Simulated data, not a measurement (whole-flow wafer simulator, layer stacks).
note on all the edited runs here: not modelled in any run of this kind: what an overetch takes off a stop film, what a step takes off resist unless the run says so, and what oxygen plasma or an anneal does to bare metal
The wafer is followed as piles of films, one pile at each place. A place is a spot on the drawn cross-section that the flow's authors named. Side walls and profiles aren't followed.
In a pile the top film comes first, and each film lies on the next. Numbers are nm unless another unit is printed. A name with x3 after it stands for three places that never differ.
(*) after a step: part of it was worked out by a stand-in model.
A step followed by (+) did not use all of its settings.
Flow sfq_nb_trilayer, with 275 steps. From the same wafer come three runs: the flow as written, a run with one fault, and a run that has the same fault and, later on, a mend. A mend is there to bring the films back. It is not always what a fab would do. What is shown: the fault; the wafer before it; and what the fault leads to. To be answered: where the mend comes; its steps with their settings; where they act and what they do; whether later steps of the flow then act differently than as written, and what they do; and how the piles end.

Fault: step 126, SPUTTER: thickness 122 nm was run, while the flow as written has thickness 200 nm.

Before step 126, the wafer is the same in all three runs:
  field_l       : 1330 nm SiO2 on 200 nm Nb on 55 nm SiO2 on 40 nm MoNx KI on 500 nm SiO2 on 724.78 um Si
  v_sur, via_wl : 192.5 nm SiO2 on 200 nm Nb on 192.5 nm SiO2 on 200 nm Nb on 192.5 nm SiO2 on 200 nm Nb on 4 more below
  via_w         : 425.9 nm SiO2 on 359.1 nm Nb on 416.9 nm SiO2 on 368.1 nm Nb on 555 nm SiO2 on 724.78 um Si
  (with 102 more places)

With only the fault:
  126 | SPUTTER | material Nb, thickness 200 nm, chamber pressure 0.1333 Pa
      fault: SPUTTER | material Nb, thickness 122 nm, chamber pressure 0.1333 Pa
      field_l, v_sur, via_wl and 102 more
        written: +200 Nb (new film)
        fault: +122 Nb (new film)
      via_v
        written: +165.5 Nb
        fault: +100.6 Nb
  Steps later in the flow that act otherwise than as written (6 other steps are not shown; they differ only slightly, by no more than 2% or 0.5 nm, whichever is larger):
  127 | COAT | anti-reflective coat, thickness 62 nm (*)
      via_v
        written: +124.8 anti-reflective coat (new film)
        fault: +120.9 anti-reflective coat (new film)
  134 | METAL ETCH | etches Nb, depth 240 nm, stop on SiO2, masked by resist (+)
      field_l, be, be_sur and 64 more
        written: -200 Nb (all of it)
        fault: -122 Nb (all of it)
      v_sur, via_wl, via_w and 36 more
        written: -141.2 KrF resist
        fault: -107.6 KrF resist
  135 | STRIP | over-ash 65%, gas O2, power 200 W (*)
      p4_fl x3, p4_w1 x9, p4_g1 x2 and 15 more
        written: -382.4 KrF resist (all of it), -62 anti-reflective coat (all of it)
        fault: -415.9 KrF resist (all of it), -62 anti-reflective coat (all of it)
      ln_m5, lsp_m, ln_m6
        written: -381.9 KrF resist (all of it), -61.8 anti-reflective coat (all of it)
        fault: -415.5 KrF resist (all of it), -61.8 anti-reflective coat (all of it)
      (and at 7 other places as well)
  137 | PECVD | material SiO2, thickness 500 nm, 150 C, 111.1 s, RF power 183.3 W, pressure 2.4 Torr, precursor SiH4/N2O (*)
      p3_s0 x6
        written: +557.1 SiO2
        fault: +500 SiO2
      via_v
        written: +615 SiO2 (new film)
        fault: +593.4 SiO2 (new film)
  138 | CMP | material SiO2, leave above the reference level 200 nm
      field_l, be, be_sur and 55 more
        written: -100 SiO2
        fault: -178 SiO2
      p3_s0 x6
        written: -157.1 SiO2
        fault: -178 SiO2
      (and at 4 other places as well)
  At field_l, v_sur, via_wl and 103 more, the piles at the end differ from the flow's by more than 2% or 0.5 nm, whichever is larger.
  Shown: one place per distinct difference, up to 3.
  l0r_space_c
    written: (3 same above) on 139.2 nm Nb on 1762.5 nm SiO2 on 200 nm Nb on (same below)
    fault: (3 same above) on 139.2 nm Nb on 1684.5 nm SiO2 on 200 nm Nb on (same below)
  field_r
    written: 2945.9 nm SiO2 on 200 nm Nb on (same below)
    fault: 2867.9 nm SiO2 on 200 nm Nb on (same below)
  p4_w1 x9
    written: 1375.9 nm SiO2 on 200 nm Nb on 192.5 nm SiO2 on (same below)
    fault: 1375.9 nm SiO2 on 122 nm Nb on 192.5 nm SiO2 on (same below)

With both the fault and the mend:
  After step 126 comes the mend.
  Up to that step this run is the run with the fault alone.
  126a | SPUTTER | material Nb, thickness 78 nm, chamber pressure 0.1333 Pa (the flow's step 126, run once more with other settings)
      field_l, v_sur, via_wl and 102 more
        +78 Nb
      via_v
        +62.6 Nb
  Later steps of the flow that are run all act as written at every place that is followed, up to a difference of at most 2% or 0.5 nm, whichever is larger.
  When the end is reached, the piles differ only a little from the flow's at the places that both follow, at most by 2% or 0.5 nm, whichever is larger.
